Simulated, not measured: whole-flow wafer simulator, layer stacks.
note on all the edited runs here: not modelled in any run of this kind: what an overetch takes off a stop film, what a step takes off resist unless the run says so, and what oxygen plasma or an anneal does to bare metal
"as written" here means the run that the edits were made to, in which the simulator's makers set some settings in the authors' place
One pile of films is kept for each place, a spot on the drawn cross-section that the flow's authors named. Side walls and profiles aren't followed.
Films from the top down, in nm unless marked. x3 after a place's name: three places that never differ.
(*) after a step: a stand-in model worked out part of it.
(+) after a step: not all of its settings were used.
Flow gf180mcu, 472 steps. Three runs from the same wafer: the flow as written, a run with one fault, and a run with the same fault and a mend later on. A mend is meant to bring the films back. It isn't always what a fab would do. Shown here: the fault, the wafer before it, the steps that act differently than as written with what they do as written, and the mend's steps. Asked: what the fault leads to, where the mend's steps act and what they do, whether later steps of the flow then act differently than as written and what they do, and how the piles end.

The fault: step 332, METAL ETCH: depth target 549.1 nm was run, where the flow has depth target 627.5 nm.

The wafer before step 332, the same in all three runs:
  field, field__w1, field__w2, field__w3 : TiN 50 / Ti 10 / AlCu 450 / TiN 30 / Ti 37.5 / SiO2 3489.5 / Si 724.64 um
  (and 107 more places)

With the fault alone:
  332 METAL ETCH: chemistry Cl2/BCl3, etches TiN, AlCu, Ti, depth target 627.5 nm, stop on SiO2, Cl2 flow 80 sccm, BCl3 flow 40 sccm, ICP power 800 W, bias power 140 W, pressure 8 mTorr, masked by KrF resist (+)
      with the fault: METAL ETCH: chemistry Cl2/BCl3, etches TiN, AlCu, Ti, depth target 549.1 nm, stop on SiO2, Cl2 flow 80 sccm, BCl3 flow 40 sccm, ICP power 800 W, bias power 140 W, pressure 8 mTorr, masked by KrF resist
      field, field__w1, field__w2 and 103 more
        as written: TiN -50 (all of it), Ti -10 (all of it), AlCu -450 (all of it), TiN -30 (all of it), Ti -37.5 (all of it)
        with the fault: TiN -50 (all of it), Ti -10 (all of it), AlCu -450 (all of it), TiN -30 (all of it), Ti -9.1
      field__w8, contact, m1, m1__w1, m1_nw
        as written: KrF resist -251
        with the fault: KrF resist -219.6
  Later steps of the flow that act differently than as written:
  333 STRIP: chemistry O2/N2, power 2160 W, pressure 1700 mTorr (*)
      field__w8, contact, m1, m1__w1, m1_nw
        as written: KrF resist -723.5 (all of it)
        with the fault: KrF resist -754.9 (all of it)
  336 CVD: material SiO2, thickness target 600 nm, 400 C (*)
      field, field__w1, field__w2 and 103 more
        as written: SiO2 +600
        with the fault: SiO2 +600 (new film)
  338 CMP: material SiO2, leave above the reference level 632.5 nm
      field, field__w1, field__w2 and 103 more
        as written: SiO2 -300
        with the fault: SiO2 -328.4
  At the end the piles differ from the flow's by more than 2% or 0.5 nm, whichever is larger, at field, field__w1, field__w2 and 104 more.
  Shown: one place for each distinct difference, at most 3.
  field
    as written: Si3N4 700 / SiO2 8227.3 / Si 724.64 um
    with the fault: Si3N4 700 / SiO2 4709.4 / Ti 28.4 / SiO2 3489.5 / Si 724.64 um
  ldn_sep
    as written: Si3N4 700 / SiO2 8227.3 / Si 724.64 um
    with the fault: Si3N4 700 / SiO2 4709.4 / Ti 28.4 / SiO2 3489.4 / Si 724.64 um
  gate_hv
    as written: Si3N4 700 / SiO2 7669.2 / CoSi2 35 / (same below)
    with the fault: Si3N4 700 / SiO2 4709.4 / Ti 28.4 / SiO2 2931.3 / CoSi2 35 / (same below)

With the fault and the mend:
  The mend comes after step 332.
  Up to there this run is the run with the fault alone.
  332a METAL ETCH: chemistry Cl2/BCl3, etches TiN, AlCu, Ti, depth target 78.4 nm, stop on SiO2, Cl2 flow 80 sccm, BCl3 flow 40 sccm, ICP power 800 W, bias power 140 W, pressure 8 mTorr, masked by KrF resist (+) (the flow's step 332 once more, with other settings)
      field, field__w1, field__w2 and 103 more
        Ti -28.4 (all of it)
      field__w8, contact, m1, m1__w1, m1_nw
        KrF resist -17
  No later step of the flow acts differently than as written, at any place that is followed, by more than 2% or 0.5 nm, whichever is larger.
  At the end the piles are the same as the flow's at every place that both follow.
